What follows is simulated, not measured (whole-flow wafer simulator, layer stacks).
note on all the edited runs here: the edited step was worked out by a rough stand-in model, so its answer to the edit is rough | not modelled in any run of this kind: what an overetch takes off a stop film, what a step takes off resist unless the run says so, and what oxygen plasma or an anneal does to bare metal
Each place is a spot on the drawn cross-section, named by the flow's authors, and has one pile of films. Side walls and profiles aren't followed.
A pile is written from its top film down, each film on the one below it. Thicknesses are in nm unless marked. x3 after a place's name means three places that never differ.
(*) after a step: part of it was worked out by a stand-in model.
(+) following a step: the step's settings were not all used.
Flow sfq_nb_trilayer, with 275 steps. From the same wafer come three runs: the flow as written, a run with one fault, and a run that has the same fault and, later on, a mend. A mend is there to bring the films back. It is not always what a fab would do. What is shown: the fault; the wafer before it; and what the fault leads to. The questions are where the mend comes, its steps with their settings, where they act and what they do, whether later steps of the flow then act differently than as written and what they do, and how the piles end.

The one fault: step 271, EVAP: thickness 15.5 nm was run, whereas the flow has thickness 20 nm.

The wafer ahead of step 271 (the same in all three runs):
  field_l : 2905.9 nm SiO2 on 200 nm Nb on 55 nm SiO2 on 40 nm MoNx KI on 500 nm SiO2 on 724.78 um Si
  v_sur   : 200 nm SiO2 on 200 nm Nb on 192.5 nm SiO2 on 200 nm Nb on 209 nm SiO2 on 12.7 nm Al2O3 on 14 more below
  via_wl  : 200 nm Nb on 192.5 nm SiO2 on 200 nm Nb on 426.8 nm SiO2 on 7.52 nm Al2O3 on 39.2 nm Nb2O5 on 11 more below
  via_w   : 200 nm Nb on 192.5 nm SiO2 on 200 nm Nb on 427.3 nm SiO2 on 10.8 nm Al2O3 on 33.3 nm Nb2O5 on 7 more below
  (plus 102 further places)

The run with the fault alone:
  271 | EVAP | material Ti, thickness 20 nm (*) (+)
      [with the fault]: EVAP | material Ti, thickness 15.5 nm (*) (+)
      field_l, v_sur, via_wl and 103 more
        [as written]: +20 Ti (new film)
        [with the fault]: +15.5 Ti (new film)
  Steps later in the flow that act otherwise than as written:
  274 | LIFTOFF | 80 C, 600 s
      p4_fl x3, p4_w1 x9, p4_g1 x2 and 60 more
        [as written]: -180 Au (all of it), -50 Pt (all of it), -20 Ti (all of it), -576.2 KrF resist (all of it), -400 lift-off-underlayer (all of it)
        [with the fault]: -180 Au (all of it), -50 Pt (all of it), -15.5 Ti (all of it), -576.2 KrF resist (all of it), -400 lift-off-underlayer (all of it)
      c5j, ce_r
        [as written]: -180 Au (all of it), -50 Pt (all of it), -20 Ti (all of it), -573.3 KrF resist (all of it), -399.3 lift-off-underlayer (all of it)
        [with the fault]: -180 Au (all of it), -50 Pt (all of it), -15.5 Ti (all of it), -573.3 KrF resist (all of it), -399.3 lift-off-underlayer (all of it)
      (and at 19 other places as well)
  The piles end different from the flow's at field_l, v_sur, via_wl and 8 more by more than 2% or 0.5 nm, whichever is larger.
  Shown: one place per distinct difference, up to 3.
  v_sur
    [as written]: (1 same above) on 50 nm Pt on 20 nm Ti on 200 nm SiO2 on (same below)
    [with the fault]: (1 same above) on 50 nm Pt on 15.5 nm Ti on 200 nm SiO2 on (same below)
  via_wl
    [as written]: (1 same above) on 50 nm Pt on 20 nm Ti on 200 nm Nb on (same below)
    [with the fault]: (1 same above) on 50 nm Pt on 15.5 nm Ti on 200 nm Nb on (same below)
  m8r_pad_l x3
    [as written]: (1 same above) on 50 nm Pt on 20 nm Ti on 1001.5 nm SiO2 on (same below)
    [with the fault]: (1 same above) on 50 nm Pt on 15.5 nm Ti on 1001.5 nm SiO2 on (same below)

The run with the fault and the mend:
  After step 271 comes the mend.
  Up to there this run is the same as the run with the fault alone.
  271a | EVAP | material Ti, thickness 4.5 nm (*) (+) (the flow's step 271 again, with other settings)
      field_l, v_sur, via_wl and 103 more
        +4.5 Ti
  None of the later steps of the flow acts differently than as written at any place that is followed.
  The piles end the same as the flow's at every place that both follow.
